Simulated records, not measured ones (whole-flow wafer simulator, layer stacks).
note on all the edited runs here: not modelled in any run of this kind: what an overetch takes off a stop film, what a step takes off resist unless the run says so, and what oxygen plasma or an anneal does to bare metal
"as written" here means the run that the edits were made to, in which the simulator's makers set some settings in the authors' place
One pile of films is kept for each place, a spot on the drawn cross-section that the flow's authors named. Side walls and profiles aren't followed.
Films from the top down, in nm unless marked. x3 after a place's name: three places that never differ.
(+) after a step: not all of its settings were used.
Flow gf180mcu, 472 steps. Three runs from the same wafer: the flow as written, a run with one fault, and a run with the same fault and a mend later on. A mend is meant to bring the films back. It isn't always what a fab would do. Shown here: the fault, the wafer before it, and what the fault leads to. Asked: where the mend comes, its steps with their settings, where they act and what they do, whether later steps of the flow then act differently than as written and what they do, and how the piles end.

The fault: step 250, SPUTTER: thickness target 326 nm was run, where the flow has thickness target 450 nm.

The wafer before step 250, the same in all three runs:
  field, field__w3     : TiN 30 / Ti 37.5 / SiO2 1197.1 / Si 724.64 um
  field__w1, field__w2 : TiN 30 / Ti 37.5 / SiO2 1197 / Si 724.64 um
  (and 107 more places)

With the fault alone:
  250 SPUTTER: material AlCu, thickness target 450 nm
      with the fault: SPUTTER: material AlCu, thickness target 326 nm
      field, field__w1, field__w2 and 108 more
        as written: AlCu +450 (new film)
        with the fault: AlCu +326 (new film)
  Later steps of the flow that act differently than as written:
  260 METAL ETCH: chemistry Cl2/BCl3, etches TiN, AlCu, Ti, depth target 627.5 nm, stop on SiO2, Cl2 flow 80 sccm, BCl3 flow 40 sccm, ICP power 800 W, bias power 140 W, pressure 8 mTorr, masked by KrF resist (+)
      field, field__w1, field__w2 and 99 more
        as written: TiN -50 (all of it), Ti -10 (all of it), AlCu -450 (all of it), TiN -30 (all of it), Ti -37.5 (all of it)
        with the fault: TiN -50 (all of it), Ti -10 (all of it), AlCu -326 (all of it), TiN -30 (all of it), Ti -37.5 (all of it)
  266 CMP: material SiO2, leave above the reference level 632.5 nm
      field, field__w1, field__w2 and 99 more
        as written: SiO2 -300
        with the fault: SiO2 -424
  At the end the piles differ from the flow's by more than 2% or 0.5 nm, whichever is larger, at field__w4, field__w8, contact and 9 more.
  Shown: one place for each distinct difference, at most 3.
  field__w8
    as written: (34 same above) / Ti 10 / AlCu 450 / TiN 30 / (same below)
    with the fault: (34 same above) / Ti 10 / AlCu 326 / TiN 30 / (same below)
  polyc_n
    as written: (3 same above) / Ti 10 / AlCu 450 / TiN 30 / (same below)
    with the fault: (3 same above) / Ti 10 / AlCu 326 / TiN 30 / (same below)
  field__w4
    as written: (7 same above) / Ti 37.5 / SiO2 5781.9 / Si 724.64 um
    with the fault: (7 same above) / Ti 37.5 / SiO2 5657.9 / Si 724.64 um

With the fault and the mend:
  The mend comes after step 250.
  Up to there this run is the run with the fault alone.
  250a SPUTTER: material AlCu, thickness target 124 nm (the flow's step 250 once more, with other settings)
      field, field__w1, field__w2 and 108 more
        AlCu +124
  No later step of the flow acts differently than as written at any place that is followed.
  At the end the piles are the same as the flow's at every place that both follow.
